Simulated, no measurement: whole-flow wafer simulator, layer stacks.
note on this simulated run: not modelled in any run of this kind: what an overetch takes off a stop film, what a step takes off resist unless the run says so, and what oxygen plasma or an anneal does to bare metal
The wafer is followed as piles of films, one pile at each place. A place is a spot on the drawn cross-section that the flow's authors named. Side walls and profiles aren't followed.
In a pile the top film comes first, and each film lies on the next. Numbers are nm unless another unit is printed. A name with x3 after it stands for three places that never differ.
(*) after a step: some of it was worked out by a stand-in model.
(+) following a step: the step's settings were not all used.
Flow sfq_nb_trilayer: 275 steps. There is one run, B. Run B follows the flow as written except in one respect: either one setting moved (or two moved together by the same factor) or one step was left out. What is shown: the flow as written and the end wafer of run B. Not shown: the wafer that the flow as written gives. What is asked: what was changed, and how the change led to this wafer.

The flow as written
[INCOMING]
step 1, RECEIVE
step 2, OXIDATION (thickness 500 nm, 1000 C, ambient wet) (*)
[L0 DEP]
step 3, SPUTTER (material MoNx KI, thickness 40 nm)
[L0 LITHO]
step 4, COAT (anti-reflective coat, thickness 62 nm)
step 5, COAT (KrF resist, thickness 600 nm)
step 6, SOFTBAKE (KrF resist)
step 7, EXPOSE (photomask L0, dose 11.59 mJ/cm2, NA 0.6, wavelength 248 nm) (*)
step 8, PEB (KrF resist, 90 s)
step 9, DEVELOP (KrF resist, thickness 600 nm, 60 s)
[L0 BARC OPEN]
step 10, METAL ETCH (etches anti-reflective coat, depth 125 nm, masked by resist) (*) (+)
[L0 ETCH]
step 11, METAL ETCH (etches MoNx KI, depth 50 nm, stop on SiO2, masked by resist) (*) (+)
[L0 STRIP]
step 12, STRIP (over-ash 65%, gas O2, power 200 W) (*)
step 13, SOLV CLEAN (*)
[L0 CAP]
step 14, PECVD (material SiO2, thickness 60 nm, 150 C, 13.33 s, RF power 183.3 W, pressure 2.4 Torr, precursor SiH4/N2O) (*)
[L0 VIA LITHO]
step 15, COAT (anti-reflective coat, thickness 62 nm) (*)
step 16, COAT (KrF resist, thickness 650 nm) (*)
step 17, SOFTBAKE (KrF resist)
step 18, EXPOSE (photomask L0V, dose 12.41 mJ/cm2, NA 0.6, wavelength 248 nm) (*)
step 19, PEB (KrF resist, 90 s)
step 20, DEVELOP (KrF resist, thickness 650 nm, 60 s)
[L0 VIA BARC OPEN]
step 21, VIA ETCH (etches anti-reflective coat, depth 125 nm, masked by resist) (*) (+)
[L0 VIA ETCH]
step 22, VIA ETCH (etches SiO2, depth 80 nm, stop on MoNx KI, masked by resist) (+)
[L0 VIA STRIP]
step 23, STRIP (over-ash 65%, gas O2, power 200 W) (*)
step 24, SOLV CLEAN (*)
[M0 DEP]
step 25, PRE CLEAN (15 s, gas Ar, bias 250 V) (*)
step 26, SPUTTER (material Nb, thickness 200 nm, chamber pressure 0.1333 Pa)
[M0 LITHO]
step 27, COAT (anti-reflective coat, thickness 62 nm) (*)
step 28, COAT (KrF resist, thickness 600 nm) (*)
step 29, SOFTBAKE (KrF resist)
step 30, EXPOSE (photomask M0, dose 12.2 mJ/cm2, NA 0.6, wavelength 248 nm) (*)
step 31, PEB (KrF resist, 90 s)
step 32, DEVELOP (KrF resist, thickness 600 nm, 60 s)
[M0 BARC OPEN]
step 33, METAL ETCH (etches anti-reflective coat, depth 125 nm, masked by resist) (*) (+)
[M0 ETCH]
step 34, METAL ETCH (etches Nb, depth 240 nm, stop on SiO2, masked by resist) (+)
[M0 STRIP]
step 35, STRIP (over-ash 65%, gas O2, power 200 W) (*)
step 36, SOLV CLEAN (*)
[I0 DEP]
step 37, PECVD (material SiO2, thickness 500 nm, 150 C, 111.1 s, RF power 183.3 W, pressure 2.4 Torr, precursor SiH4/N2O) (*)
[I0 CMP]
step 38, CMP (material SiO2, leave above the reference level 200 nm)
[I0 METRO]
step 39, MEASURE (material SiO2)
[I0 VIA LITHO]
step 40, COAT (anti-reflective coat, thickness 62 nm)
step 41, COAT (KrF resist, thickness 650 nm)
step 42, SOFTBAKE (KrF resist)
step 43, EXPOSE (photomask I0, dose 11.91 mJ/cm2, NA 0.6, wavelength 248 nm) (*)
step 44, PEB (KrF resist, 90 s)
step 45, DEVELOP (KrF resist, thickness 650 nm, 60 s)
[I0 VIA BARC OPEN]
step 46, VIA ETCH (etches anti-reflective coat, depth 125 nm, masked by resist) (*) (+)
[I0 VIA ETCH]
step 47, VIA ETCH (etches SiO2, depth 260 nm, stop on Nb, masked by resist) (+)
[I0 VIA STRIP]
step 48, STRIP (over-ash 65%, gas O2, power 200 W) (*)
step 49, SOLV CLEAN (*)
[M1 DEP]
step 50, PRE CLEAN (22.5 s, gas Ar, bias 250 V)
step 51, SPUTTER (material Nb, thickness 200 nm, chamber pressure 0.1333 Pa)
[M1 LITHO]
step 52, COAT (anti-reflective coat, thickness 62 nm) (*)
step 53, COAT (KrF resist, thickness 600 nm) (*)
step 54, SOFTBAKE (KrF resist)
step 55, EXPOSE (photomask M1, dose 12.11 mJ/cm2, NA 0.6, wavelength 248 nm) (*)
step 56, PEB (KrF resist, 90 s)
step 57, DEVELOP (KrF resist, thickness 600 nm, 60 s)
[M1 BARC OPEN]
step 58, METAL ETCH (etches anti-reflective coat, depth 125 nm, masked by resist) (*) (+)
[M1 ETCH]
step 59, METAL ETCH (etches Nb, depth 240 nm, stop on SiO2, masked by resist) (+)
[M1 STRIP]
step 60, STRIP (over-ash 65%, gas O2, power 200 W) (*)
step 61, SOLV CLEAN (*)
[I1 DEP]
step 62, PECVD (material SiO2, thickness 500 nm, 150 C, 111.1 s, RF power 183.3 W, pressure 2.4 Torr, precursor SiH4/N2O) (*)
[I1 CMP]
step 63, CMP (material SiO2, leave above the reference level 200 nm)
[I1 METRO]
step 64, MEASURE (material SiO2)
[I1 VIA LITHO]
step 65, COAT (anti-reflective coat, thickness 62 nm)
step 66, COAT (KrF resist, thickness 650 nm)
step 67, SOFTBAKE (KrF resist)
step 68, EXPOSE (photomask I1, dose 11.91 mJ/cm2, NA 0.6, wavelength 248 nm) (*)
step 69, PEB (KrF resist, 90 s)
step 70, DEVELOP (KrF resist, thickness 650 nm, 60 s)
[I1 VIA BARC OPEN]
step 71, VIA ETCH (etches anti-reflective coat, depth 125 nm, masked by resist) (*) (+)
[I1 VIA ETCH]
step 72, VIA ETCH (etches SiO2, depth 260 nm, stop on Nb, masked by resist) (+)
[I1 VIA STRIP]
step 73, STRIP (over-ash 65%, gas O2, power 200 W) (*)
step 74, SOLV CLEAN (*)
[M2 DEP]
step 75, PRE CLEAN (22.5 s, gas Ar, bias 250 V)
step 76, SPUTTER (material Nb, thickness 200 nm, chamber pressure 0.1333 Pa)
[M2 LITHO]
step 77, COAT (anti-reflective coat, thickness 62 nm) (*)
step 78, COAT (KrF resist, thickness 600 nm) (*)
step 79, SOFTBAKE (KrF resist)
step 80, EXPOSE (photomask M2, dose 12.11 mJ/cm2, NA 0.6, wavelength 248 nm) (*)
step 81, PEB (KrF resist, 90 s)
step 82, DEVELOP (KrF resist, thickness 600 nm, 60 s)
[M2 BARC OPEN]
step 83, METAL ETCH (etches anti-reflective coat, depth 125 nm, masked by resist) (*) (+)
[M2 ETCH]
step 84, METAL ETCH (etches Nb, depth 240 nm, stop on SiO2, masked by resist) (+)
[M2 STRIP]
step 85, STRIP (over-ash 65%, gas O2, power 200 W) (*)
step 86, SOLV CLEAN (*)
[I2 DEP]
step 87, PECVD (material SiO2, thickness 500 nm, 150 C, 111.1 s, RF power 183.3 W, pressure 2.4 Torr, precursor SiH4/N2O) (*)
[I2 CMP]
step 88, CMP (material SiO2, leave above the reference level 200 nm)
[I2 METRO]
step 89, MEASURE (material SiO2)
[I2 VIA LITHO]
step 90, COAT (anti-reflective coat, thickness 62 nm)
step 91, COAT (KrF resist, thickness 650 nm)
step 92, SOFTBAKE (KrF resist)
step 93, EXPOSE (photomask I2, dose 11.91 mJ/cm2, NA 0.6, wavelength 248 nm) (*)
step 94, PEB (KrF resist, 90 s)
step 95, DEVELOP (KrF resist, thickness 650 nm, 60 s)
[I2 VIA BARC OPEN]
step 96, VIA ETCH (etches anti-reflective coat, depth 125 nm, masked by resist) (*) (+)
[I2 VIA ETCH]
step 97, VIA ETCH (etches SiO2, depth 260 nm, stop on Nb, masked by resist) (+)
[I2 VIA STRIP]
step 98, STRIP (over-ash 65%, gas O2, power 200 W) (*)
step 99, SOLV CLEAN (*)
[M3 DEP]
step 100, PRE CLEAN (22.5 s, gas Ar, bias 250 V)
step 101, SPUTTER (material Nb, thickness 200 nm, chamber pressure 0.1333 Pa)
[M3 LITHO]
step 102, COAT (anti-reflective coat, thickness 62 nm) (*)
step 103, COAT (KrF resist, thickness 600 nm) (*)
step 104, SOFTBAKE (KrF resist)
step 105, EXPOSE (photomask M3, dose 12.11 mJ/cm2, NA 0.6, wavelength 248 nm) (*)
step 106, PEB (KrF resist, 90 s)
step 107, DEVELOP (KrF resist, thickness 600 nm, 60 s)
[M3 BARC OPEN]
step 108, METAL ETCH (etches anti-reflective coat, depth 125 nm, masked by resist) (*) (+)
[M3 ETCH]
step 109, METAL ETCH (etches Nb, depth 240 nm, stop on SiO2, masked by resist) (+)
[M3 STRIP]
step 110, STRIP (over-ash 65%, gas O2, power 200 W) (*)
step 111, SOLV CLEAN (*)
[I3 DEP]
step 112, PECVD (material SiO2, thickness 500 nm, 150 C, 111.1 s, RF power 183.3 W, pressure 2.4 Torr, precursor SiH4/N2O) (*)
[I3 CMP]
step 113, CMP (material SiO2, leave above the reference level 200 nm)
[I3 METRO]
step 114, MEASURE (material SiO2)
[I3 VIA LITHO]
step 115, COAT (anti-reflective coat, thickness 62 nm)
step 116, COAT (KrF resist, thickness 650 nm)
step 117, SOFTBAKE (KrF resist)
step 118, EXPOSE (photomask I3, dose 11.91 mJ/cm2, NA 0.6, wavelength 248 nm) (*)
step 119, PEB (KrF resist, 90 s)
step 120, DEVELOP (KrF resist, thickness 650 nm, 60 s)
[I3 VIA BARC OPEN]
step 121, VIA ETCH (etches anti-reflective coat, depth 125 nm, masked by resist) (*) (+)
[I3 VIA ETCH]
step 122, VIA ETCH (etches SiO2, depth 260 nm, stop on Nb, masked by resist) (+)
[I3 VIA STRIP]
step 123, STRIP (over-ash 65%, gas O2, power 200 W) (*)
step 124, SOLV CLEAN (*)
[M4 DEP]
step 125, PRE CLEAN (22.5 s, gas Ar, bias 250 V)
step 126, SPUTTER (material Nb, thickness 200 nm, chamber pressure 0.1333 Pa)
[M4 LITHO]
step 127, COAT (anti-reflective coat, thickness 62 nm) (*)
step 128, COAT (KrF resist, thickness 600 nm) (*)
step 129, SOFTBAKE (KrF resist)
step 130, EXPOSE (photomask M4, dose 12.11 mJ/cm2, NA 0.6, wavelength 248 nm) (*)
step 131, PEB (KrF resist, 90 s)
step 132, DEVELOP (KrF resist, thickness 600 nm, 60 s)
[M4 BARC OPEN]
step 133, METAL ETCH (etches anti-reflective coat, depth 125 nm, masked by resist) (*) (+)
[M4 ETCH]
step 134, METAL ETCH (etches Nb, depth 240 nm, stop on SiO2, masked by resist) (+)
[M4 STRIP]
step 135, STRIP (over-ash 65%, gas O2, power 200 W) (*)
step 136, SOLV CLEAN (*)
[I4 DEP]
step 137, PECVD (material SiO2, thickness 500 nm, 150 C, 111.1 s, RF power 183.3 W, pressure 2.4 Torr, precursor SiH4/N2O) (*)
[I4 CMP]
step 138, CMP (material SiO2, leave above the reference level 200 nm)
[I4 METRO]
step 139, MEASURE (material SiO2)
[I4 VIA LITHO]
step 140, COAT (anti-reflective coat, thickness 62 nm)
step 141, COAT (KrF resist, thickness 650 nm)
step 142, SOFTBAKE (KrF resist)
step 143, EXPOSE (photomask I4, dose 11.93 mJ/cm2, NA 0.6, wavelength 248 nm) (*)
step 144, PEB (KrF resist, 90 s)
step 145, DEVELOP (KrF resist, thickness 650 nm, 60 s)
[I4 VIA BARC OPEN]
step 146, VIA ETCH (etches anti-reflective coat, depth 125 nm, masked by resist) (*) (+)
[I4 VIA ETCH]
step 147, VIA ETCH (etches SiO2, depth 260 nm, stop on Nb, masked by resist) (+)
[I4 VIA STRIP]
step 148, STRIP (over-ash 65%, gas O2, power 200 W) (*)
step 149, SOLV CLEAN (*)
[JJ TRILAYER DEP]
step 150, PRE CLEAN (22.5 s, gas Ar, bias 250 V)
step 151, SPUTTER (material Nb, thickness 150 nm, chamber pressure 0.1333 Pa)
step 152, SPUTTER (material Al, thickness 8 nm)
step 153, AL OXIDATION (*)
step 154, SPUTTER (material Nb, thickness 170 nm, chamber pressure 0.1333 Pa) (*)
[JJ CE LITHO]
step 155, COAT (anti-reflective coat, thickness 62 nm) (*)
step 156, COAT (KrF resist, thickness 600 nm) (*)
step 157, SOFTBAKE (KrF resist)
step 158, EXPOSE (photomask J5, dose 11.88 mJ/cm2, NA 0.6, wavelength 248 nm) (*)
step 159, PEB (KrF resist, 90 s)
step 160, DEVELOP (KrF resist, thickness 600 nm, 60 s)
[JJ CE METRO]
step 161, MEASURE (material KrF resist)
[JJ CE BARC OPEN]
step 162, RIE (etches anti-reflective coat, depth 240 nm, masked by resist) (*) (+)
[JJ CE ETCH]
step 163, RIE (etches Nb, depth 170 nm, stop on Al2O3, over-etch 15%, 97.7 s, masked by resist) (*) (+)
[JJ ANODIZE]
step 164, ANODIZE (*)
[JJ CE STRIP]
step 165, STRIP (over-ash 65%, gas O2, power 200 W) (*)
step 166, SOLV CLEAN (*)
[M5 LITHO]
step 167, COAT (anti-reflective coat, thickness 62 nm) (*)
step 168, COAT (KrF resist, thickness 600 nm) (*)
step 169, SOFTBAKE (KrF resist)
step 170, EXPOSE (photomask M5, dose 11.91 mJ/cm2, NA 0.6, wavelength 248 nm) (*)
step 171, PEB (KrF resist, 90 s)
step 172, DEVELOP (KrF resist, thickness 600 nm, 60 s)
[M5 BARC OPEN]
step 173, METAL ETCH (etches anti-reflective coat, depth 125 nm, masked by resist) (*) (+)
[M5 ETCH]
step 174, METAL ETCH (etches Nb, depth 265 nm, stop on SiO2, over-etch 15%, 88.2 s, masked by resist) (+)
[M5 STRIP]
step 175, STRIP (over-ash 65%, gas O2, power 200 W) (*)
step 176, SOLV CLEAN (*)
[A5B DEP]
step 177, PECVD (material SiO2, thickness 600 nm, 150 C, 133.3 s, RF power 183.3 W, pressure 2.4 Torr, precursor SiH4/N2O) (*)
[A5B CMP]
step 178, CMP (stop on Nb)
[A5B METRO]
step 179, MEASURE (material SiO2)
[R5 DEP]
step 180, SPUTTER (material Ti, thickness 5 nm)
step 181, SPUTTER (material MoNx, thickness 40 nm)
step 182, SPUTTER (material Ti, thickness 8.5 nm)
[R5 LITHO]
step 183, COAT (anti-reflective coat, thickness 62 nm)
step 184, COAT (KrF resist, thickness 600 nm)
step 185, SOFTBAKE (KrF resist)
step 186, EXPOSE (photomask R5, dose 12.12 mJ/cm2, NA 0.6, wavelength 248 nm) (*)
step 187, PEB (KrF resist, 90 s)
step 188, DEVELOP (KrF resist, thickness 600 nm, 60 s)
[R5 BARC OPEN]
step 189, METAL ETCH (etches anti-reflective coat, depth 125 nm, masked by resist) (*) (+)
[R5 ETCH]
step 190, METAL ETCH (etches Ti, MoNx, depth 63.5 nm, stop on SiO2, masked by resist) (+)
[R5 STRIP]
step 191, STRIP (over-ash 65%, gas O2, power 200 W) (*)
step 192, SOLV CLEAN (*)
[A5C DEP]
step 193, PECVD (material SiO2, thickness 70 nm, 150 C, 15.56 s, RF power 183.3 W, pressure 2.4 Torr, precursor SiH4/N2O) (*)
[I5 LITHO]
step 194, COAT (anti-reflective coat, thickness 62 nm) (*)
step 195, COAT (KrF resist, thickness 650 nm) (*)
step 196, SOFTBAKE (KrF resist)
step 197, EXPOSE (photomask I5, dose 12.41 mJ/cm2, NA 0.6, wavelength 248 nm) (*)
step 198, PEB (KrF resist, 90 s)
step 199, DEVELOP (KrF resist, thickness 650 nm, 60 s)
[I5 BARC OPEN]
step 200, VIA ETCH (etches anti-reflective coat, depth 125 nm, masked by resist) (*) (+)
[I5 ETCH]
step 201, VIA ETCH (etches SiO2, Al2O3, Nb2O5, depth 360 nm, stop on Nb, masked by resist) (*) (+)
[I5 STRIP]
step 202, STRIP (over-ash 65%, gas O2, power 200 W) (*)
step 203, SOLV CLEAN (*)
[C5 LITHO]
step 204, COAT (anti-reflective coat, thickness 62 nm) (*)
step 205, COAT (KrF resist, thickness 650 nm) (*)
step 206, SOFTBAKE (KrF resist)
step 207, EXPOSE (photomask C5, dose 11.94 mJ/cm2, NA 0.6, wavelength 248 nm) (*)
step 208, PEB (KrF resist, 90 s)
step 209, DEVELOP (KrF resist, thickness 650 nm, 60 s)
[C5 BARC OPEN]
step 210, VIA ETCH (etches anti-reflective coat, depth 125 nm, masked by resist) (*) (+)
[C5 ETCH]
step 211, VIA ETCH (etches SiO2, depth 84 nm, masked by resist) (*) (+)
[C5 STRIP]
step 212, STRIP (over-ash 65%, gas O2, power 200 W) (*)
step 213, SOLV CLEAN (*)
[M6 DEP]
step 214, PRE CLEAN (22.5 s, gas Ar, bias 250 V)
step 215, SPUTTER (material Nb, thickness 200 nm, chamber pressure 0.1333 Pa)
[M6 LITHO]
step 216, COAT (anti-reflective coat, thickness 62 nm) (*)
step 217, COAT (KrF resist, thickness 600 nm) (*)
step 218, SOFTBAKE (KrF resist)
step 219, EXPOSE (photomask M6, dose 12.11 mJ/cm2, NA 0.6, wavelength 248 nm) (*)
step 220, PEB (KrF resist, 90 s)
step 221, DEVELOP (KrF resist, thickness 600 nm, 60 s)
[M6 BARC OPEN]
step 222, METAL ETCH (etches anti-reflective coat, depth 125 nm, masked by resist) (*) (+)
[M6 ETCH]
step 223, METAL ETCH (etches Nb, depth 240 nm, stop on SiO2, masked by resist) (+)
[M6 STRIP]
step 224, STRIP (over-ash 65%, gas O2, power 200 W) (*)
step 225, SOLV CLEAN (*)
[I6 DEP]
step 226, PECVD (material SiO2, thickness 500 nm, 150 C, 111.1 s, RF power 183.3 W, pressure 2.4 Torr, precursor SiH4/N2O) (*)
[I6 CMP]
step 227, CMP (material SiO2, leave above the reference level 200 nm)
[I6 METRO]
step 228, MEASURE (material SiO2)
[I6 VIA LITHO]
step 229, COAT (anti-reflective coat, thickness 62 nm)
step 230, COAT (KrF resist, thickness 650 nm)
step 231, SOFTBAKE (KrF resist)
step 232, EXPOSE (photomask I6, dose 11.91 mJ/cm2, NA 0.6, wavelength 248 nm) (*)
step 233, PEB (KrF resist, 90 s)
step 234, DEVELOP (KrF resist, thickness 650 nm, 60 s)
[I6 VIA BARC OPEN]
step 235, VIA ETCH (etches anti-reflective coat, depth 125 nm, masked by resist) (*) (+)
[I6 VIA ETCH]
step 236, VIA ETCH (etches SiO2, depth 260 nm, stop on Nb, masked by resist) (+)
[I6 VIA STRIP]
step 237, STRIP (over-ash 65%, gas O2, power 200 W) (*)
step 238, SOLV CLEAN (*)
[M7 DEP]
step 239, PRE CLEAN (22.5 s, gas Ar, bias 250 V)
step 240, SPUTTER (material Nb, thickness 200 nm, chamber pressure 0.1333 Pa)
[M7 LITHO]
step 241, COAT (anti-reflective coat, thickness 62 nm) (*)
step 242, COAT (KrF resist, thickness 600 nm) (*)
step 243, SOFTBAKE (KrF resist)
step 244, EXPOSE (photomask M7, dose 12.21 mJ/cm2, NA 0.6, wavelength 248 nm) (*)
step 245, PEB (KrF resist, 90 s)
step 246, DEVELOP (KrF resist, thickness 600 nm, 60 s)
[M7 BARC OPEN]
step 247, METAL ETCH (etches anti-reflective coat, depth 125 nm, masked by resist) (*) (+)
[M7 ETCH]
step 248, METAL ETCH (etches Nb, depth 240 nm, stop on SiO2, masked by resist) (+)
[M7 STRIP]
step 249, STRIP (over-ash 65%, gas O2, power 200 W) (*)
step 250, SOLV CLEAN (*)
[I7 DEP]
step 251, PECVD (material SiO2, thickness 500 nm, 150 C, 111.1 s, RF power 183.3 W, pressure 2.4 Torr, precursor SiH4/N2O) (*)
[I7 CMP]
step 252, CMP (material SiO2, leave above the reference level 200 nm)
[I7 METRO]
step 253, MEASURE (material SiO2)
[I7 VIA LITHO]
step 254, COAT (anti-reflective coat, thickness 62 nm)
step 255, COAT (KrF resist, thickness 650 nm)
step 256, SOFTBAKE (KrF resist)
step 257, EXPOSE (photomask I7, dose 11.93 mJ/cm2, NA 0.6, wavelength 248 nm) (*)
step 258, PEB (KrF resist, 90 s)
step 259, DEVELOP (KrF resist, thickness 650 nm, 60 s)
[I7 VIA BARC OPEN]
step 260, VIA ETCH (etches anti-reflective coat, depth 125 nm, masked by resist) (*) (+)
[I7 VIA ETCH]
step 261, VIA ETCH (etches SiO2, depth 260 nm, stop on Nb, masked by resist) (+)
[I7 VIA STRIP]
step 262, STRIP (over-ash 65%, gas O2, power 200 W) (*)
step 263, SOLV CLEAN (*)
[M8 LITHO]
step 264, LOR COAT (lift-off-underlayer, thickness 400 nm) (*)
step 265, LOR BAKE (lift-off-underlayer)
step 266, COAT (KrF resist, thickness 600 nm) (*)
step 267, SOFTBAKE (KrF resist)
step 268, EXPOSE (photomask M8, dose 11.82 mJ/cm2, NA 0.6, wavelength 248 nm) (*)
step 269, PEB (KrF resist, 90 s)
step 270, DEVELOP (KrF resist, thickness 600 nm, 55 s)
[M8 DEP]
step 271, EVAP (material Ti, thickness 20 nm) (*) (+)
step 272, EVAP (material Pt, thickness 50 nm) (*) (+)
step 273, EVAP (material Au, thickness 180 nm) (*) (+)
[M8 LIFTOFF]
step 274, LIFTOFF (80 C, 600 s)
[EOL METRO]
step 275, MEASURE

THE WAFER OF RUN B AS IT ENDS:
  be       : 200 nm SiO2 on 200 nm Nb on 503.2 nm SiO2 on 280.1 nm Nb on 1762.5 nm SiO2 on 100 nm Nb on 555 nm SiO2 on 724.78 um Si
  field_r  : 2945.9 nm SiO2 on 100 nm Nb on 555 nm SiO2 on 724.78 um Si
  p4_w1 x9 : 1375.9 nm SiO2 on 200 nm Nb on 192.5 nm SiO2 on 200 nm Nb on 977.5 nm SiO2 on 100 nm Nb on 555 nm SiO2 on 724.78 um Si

The reason: step 26, SPUTTER: thickness 100 nm was run, though the flow has thickness 200 nm.
The wafer itself shows it: be has Nb 100, and step 26 as written asks for 200 nm.

The path from the change to this, step by step:
  step 26, SPUTTER (material Nb, thickness 200 nm, chamber pressure 0.1333 Pa)
      field_l, via_wl, via_w and 100 more: Nb gains 100 (new film) (it would be, as written: Nb gains 200 (new film))
      v_sur: Nb gains 96.5 (new film) (it would be, as written: Nb gains 200 (new film))
      (as well as at 2 more places)
  step 27, COAT (anti-reflective coat, thickness 62 nm) (*)
      v_sur: anti-reflective coat gains 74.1 (new film) (it would be, as written: anti-reflective coat gains 72.3 (new film))
  step 34, METAL ETCH (etches Nb, depth 240 nm, stop on SiO2, masked by resist) (+)
      field_l, v_sur, via_wl and 100 more: KrF resist loses 88.2 (it would be, as written: KrF resist loses 141.2)
      moat, m0r_space_l x2: Nb loses 100 (all of it) (it would be, as written: Nb loses 200 (all of it))
  step 35, STRIP (over-ash 65%, gas O2, power 200 W) (*)
      p4_fl x3, p4_w1 x9, p4_g1 x2 and 57 more: KrF resist loses 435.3 (all of it), anti-reflective coat loses 62 (all of it) (it would be, as written: KrF resist loses 382.4 (all of it), anti-reflective coat loses 62 (all of it))
      c5j, ce_r, sp_r, be_r, r_sur, res: KrF resist loses 441.9 (all of it), anti-reflective coat loses 63.6 (all of it) (it would be, as written: KrF resist loses 389 (all of it), anti-reflective coat loses 63.6 (all of it))
      (as well as at 26 more places)
  step 37, PECVD (material SiO2, thickness 500 nm, 150 C, 111.1 s, RF power 183.3 W, pressure 2.4 Torr, precursor SiH4/N2O) (*)
      moat, m0r_space_l x2: SiO2 gains 500 (it would be, as written: SiO2 gains 557.1)
  step 38, CMP (material SiO2, leave above the reference level 200 nm)
      moat, m0r_space_l x2: SiO2 loses 200 (it would be, as written: SiO2 loses 157.1)
